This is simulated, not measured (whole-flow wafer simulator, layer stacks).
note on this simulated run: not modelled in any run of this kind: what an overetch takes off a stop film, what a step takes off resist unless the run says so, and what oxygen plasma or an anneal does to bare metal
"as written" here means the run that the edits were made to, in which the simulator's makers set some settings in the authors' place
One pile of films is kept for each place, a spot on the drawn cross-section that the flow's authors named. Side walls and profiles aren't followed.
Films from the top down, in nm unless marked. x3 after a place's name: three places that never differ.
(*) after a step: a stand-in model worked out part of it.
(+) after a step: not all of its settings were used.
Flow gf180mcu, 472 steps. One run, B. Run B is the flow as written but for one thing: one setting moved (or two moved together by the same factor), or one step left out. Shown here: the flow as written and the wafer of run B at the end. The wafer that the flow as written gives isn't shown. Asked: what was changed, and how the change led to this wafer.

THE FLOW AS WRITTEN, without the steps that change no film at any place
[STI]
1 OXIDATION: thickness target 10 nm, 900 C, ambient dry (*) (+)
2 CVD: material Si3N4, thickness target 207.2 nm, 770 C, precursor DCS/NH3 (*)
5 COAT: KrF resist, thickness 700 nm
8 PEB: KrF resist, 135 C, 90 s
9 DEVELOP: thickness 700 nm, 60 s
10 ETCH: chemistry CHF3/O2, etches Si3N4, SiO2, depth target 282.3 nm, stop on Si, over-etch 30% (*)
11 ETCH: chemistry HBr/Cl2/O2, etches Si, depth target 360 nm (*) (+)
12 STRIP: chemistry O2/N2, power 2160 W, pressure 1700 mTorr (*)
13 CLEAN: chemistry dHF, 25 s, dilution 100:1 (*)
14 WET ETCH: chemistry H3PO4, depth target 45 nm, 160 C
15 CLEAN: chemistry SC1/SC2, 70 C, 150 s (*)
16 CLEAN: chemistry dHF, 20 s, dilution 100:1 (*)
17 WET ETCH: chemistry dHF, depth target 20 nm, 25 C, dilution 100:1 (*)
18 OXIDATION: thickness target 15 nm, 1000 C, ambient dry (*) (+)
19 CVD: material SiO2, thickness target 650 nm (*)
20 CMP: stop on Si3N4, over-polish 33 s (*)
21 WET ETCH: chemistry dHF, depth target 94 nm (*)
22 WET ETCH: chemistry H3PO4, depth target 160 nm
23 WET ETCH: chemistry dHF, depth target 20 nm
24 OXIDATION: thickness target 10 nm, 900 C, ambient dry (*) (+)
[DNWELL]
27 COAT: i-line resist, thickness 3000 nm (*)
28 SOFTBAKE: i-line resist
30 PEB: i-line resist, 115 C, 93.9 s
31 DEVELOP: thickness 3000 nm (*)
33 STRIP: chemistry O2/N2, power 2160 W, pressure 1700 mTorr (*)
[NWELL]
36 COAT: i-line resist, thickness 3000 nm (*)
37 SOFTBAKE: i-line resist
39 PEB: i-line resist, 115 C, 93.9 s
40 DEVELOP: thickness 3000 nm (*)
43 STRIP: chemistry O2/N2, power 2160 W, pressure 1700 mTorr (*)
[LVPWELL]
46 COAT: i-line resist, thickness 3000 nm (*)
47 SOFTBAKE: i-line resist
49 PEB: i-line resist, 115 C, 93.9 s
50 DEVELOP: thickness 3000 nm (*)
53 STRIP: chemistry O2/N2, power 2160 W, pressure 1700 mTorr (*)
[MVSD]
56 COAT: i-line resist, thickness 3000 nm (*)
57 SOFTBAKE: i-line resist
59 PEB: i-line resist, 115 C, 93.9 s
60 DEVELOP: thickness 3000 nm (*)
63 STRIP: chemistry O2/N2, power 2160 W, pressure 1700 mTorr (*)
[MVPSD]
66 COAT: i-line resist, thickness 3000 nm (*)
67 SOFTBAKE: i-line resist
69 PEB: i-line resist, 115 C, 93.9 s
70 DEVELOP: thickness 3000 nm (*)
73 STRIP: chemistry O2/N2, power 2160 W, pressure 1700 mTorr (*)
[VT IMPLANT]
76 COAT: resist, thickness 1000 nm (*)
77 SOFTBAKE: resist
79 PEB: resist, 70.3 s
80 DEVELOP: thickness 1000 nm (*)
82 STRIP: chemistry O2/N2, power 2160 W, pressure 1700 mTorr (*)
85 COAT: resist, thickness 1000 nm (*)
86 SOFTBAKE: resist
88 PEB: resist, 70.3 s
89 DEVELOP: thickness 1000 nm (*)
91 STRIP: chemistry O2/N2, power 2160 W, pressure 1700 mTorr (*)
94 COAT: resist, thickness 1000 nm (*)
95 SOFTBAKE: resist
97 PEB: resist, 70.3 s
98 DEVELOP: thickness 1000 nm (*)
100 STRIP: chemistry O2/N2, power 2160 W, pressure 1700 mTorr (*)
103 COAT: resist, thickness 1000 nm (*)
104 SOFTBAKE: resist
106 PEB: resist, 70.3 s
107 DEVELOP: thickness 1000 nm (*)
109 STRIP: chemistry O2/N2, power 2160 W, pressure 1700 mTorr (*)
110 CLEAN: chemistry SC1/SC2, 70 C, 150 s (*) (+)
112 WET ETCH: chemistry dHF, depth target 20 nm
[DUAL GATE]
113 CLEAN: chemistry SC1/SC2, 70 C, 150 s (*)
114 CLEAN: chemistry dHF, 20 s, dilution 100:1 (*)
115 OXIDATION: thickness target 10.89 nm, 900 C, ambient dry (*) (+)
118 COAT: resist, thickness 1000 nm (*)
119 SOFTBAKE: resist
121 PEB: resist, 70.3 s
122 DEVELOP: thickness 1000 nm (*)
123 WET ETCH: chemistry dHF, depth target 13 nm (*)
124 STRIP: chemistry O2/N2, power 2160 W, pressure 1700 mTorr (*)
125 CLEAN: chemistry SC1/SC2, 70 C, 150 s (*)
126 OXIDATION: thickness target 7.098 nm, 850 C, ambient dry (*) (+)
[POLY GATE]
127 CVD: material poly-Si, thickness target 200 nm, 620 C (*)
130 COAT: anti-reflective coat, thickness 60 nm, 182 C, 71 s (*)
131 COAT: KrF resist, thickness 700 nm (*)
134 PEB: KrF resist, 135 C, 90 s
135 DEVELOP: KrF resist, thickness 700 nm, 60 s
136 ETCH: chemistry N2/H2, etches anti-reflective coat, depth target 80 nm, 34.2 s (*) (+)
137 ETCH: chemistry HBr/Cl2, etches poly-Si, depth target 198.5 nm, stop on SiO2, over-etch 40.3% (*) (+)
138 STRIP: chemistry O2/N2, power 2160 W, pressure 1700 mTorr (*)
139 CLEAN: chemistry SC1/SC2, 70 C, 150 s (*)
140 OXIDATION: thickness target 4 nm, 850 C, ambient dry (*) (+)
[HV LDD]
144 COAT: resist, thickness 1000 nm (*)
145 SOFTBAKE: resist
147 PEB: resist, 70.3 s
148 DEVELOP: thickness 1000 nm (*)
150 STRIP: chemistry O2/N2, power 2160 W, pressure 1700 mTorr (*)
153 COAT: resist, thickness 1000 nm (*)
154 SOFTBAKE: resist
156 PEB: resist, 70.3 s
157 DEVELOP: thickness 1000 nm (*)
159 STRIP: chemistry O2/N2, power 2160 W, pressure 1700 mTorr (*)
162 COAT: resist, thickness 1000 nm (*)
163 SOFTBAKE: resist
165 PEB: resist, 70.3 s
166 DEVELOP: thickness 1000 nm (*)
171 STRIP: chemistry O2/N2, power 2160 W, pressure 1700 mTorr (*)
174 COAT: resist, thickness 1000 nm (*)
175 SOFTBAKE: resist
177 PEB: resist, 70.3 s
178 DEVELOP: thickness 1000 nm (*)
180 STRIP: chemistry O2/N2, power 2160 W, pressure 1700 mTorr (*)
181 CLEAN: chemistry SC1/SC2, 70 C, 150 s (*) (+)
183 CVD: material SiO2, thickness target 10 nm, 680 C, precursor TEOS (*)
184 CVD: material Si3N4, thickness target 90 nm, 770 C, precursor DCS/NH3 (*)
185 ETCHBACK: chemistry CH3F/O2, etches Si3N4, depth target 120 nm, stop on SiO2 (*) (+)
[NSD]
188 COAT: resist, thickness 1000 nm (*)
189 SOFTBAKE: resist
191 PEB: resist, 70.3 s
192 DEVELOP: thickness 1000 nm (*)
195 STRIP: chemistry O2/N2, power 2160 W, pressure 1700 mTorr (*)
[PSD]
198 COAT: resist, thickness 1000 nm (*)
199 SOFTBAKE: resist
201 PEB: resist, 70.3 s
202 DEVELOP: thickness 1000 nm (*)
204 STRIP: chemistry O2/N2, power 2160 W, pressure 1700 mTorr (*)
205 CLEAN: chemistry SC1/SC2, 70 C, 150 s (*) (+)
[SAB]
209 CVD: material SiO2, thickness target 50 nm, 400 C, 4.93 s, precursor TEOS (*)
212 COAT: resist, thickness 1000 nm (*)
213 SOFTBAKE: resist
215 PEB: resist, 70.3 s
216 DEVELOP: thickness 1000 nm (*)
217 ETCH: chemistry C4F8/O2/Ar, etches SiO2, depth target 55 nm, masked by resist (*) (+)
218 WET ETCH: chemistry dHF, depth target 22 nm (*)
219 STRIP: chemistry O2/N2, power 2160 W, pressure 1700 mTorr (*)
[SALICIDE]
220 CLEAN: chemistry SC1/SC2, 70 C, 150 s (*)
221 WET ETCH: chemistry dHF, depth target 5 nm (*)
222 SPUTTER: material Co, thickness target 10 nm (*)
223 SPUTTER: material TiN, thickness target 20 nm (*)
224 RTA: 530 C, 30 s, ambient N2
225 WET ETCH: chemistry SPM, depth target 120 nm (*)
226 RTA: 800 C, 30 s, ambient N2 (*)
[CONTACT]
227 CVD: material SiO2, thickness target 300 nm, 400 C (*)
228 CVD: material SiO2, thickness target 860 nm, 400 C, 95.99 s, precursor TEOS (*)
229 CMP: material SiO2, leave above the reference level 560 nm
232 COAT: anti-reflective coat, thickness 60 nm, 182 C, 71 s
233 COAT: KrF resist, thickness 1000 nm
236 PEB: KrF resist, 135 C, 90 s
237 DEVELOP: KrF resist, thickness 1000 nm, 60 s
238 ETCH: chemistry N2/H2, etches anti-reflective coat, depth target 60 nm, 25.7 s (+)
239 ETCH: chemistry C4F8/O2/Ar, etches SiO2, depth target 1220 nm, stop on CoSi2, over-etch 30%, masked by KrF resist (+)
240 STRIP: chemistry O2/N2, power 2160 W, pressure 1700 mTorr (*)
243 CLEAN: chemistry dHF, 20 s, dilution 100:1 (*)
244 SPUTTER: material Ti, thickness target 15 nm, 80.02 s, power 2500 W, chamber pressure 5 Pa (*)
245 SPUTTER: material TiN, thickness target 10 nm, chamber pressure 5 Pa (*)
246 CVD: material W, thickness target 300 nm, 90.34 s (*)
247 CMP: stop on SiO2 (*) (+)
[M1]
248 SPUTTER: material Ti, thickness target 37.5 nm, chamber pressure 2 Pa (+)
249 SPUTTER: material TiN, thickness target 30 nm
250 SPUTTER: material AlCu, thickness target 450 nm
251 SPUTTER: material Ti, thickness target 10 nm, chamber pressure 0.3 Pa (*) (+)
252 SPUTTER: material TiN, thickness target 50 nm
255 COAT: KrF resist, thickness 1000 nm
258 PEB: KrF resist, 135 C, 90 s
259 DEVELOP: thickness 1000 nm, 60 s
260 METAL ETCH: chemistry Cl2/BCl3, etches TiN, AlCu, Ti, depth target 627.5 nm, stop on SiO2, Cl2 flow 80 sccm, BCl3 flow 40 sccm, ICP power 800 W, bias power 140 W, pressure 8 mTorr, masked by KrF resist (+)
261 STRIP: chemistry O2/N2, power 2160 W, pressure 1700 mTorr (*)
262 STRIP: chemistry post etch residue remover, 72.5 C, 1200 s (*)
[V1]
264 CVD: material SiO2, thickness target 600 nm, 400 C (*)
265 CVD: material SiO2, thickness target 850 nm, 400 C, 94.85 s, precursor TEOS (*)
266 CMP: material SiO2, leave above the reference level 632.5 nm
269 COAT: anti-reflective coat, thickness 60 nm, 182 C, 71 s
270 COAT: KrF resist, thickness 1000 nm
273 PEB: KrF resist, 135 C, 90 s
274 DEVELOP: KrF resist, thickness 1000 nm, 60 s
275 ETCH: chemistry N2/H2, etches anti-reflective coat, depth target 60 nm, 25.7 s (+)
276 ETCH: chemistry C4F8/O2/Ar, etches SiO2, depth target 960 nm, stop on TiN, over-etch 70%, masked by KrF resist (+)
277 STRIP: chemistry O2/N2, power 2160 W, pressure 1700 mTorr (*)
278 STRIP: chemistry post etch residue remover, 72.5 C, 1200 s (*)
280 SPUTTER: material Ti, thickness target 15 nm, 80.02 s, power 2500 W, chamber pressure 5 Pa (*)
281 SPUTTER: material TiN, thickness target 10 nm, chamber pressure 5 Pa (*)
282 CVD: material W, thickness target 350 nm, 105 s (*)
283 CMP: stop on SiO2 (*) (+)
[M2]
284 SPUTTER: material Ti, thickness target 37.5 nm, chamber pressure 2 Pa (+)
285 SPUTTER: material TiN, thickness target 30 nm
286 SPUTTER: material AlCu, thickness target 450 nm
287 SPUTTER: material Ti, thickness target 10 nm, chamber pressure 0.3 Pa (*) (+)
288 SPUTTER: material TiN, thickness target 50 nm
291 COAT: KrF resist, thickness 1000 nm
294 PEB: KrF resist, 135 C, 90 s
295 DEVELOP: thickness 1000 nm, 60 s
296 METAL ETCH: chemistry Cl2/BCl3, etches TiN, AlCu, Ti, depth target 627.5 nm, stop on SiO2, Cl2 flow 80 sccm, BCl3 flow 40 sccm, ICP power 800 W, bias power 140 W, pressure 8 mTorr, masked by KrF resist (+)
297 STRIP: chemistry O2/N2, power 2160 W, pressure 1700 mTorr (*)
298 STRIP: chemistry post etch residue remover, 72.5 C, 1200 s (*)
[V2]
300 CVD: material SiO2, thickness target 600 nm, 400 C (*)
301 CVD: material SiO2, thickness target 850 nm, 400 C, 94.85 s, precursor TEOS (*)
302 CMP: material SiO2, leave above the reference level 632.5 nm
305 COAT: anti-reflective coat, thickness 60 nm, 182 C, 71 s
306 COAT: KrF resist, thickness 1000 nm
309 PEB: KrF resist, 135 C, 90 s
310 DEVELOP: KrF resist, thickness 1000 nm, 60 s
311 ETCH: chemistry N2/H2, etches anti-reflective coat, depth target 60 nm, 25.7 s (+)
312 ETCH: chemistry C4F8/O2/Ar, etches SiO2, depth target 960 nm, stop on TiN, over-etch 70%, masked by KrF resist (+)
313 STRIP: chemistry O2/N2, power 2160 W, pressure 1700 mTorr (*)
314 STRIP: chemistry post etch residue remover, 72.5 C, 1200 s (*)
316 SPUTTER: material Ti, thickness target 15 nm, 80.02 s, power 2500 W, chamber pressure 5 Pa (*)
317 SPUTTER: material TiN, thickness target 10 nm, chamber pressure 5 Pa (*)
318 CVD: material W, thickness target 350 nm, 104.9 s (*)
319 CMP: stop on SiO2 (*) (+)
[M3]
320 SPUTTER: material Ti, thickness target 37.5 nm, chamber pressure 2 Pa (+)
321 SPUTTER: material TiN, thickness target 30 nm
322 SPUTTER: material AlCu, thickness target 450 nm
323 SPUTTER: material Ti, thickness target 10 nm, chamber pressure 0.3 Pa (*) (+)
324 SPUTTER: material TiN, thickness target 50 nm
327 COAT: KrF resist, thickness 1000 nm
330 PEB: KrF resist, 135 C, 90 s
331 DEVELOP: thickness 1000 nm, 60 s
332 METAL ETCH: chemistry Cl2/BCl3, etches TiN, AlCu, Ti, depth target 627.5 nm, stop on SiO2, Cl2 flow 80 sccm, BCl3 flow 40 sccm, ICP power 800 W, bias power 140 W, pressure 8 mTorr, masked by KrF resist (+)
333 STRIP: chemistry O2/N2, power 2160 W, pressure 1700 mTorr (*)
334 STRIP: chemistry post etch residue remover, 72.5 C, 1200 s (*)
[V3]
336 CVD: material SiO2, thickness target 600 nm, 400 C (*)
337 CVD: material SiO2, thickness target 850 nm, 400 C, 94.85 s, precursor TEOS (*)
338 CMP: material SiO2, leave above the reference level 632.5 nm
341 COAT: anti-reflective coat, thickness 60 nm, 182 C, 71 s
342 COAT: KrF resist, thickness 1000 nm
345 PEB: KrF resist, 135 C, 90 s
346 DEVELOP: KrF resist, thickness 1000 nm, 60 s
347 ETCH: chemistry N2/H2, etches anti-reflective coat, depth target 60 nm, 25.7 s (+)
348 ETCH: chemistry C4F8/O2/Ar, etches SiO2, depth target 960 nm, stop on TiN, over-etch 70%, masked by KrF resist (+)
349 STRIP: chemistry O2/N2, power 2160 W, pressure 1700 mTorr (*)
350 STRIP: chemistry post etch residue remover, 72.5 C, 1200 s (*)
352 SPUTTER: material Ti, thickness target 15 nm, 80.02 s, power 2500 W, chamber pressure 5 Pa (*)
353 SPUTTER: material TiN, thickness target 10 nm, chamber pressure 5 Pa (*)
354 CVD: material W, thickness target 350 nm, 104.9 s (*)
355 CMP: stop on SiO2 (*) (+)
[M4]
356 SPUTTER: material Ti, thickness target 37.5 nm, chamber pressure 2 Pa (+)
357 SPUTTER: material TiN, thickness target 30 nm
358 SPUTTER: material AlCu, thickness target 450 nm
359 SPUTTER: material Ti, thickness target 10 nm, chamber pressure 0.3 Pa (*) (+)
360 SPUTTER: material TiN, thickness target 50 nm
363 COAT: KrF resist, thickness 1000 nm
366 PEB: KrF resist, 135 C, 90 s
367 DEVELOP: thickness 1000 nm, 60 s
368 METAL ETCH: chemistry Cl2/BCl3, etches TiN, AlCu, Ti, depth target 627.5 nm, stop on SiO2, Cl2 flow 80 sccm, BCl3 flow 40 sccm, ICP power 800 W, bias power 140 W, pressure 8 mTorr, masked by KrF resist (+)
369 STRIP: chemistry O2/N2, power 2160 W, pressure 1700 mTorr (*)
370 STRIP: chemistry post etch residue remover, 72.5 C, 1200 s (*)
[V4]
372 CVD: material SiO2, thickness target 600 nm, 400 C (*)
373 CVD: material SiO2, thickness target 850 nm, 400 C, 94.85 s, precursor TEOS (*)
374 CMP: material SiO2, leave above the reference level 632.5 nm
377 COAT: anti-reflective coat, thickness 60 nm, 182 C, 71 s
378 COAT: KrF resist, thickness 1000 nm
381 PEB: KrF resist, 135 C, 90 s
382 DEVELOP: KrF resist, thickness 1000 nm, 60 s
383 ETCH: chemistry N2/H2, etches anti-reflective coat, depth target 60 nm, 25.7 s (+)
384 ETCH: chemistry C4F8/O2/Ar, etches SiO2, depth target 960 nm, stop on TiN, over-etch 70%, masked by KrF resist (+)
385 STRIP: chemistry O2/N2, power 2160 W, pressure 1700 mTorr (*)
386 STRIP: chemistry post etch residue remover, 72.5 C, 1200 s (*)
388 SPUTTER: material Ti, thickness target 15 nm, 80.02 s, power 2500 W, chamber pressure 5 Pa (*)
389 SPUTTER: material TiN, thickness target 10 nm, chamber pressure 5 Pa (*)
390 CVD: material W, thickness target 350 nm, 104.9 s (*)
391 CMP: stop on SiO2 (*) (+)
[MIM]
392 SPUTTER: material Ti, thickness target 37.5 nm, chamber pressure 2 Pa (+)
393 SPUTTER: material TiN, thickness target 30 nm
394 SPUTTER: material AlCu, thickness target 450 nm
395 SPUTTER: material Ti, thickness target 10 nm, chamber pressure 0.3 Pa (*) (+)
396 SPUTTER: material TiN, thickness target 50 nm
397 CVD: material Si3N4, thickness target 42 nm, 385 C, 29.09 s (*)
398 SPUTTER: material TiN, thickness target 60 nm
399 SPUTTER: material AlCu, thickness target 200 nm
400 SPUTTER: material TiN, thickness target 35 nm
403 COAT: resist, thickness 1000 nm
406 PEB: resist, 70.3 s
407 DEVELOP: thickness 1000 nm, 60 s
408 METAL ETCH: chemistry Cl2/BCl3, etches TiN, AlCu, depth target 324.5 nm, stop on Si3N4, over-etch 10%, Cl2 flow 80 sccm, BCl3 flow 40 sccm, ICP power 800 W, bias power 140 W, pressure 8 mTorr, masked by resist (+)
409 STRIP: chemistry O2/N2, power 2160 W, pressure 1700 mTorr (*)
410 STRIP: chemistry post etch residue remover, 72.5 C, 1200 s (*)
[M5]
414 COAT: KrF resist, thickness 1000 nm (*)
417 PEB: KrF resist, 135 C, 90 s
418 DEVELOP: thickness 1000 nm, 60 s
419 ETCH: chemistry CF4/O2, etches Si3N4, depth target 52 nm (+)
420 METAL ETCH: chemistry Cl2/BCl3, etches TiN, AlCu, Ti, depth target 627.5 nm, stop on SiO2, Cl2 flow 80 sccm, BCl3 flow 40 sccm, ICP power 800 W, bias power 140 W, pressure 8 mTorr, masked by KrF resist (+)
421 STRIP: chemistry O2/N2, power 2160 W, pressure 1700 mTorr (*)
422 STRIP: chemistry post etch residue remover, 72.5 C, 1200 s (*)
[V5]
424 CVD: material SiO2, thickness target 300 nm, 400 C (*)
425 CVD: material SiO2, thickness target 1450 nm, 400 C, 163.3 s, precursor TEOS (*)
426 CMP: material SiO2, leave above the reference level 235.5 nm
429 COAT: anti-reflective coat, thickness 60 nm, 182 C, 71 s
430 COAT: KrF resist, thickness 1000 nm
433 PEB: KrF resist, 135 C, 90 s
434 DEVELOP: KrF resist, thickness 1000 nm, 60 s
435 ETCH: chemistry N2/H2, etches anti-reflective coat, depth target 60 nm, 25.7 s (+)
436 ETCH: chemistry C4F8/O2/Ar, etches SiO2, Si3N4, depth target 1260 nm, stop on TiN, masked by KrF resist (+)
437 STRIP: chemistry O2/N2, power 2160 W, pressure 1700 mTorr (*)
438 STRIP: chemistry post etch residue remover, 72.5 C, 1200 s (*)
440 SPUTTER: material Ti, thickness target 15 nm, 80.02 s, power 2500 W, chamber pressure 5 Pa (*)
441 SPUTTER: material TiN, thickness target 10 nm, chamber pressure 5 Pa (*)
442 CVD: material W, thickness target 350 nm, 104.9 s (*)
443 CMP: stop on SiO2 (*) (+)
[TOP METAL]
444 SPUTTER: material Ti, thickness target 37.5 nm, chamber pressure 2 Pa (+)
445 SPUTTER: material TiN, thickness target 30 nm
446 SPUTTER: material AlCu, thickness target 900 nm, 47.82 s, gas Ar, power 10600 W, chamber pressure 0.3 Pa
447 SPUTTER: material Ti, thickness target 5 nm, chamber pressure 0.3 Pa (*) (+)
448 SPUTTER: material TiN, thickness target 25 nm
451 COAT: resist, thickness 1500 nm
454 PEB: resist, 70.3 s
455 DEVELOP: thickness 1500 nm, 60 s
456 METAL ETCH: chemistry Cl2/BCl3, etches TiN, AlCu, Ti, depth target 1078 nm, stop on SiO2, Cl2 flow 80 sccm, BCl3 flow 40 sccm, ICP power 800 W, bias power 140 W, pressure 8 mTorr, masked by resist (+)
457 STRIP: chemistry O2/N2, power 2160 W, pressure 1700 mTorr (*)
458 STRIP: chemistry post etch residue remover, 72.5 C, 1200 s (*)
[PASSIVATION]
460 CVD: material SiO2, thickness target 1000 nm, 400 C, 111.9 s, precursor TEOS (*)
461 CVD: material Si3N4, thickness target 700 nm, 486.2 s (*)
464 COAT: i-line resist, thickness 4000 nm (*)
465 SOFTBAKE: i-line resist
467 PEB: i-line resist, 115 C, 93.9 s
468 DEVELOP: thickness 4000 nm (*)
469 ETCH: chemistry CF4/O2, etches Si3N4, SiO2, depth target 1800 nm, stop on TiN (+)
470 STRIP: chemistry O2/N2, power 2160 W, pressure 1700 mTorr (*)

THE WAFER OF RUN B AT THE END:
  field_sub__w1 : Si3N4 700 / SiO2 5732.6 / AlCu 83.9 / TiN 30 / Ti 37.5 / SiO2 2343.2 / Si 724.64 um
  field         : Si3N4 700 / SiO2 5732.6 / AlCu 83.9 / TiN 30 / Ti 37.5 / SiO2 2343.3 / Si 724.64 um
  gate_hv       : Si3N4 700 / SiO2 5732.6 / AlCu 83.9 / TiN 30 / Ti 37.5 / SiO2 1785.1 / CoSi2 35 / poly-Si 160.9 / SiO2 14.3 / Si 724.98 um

The cause: step 296, METAL ETCH: depth target 420.4 nm was run, where the flow has depth target 627.5 nm.

How the change led to this, step by step:
  296 METAL ETCH: chemistry Cl2/BCl3, etches TiN, AlCu, Ti, depth target 627.5 nm, stop on SiO2, Cl2 flow 80 sccm, BCl3 flow 40 sccm, ICP power 800 W, bias power 140 W, pressure 8 mTorr, masked by KrF resist (+)
      field, field__w1, field__w2 and 103 more: TiN -50 (all of it), Ti -10 (all of it), AlCu -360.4 (as written it would be: TiN -50 (all of it), Ti -10 (all of it), AlCu -450 (all of it), TiN -30 (all of it), Ti -37.5 (all of it))
      field__w8, contact, m1, m1__w1, m1_nw: KrF resist -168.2 (as written it would be: KrF resist -251)
  297 STRIP: chemistry O2/N2, power 2160 W, pressure 1700 mTorr (*)
      field__w8, contact, m1, m1__w1, m1_nw: KrF resist -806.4 (all of it) (as written it would be: KrF resist -723.5 (all of it))
  298 STRIP: chemistry post etch residue remover, 72.5 C, 1200 s (*)
      field, field__w1, field__w2 and 103 more: AlCu -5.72 (as written it would be: nothing)
  300 CVD: material SiO2, thickness target 600 nm, 400 C (*)
      field, field__w1, field__w2 and 103 more: SiO2 +600 (new film) (as written it would be: SiO2 +600)
  302 CMP: material SiO2, leave above the reference level 632.5 nm
      field, field__w1, field__w2 and 103 more: SiO2 -451.4 (as written it would be: SiO2 -300)
Counting metal films that touch as one body, field_sub__w1 has 1 body; the flow as written gives 0 bodies.
Counting metal films that touch as one body, field has 1 body; the flow as written gives 0 bodies.
Counting metal films that touch as one body, gate_hv has 2 bodies (between them, from the top down: SiO2 1785.1); the flow as written gives 1 body.
